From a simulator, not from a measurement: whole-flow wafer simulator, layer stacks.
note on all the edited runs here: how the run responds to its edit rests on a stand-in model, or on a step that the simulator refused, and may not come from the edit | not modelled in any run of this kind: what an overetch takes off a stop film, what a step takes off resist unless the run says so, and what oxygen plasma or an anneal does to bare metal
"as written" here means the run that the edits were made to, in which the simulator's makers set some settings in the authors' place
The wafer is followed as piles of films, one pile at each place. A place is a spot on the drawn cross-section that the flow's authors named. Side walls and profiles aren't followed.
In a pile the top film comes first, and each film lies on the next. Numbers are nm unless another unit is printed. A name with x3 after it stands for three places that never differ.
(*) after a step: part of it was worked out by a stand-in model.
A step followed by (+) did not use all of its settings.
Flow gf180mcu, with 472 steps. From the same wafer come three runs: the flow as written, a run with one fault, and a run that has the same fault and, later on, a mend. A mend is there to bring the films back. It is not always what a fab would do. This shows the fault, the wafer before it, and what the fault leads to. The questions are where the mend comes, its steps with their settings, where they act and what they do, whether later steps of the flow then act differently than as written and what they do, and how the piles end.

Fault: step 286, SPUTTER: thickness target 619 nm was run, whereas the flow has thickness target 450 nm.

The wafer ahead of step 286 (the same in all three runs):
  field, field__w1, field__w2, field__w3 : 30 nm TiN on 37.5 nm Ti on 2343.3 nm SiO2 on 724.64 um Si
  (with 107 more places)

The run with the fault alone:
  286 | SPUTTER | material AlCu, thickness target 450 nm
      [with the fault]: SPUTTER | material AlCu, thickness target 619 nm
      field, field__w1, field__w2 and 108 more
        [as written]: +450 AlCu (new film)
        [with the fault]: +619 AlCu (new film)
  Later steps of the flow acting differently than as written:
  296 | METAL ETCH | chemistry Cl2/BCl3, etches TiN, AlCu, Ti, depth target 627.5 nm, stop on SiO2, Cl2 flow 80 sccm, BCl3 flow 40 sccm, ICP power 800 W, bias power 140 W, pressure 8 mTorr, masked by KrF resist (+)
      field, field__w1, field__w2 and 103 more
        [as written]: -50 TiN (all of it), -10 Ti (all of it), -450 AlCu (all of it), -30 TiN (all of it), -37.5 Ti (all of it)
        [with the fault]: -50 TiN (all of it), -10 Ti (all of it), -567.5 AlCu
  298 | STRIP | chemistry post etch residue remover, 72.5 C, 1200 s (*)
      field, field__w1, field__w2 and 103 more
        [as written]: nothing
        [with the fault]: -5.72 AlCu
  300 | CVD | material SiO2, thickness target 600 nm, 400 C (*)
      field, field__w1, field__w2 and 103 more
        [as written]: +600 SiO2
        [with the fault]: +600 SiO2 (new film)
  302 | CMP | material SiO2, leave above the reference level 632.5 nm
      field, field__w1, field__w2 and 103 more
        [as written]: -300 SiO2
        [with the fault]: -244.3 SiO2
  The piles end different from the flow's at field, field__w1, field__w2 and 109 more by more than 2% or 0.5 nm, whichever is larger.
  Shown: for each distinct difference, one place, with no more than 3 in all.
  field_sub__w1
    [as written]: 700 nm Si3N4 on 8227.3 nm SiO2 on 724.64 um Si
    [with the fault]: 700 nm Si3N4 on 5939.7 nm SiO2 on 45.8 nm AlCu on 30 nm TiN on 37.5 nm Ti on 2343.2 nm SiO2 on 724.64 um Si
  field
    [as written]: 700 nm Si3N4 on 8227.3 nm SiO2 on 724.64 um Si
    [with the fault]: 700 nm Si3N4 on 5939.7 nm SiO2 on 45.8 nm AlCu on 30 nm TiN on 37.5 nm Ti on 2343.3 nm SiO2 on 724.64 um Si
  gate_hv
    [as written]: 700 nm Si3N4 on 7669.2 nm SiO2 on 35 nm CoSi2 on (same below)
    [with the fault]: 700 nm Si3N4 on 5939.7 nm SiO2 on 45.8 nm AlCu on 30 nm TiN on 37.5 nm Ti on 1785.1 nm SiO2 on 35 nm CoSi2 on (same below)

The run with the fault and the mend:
  After step 295 comes the mend.
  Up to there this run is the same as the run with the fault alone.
  296 | METAL ETCH | chemistry Cl2/BCl3, etches TiN, AlCu, Ti, depth target 796.5 nm, stop on SiO2, Cl2 flow 80 sccm, BCl3 flow 40 sccm, ICP power 800 W, bias power 140 W, pressure 8 mTorr, masked by KrF resist (+) (the flow's step 296, where the flow has depth target 627.5 nm)
      field, field__w1, field__w2 and 103 more
        -50 TiN (all of it), -10 Ti (all of it), -619 AlCu (all of it), -30 TiN (all of it), -37.5 Ti (all of it)
      field__w8, contact, m1, m1__w1, m1_nw
        -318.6 KrF resist
  Later steps of the flow acting differently than as written:
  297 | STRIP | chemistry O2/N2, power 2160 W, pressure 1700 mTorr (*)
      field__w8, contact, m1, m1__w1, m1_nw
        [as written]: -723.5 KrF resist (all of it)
        [with the mend]: -655.9 KrF resist (all of it)
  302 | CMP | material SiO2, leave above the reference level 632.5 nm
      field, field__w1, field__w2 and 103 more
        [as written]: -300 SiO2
        [with the mend]: -131 SiO2
  The piles end different from the flow's at field, field__w1, field__w2 and 109 more by more than 2% or 0.5 nm, whichever is larger.
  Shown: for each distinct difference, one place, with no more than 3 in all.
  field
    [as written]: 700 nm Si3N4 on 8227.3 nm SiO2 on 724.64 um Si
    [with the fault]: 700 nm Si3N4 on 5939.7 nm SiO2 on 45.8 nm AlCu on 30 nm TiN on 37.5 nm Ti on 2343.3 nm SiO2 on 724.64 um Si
    [with the mend]: 700 nm Si3N4 on 8396.3 nm SiO2 on 724.64 um Si
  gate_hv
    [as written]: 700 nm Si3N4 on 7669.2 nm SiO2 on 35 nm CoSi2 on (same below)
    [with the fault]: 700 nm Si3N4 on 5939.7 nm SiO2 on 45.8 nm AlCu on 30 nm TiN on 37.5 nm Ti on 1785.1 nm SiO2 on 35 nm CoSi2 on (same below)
    [with the mend]: 700 nm Si3N4 on 7838.2 nm SiO2 on 35 nm CoSi2 on (same below)
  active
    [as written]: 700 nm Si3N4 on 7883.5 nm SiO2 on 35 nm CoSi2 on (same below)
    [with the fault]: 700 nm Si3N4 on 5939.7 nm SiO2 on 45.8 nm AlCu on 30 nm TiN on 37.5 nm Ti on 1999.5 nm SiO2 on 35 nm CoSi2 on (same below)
    [with the mend]: 700 nm Si3N4 on 8052.5 nm SiO2 on 35 nm CoSi2 on (same below)
